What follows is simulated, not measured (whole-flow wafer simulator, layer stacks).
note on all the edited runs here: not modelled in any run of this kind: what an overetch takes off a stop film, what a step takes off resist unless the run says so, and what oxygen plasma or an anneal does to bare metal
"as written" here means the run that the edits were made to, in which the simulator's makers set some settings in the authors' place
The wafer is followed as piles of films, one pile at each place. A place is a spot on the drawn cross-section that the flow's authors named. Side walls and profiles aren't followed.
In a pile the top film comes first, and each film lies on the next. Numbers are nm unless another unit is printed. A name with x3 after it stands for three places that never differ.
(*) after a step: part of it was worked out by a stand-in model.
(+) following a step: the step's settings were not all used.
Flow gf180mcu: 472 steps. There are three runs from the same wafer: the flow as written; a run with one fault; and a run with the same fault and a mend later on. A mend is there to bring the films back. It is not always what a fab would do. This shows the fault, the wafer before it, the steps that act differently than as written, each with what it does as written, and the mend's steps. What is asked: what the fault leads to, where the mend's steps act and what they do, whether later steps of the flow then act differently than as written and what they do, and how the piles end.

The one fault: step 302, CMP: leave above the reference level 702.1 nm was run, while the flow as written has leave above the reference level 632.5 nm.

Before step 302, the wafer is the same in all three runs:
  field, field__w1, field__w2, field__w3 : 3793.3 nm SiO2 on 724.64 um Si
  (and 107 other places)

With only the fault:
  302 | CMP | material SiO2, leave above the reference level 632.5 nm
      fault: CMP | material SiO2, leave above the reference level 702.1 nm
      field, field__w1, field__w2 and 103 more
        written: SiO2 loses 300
        fault: SiO2 loses 230.4
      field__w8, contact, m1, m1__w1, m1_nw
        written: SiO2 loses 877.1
        fault: SiO2 loses 807.5
  Steps later in the flow that act otherwise than as written (2 more steps, not shown, differ only slightly: by at most 2% or 0.5 nm, whichever is larger):
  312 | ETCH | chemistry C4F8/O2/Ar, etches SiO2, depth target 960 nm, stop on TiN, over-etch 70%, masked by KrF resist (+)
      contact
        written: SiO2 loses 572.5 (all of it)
        fault: SiO2 loses 642.1 (all of it)
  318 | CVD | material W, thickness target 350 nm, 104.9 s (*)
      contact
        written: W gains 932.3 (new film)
        fault: W gains 1002.5 (new film)
  By the end, the piles at field__w8, contact, m1, m1__w1, m1_nw depart from the flow's by more than 2% or 0.5 nm, whichever is larger.
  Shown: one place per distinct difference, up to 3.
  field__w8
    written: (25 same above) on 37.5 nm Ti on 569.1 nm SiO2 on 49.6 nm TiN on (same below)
    fault: (25 same above) on 37.5 nm Ti on 638.7 nm SiO2 on 49.6 nm TiN on (same below)
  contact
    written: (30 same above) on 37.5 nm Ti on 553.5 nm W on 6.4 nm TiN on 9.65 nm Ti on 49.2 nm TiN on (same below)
    fault: (30 same above) on 37.5 nm Ti on 623.7 nm W on 6.15 nm TiN on 9.27 nm Ti on 49.2 nm TiN on (same below)

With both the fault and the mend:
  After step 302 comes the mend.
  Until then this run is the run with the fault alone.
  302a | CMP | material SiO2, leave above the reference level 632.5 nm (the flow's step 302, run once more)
      field, field__w1, field__w2 and 108 more
        SiO2 loses 69.6
  Later steps of the flow that are run all act as written at every place that is followed.
  By the end, the piles equal the flow's at every place that both follow.
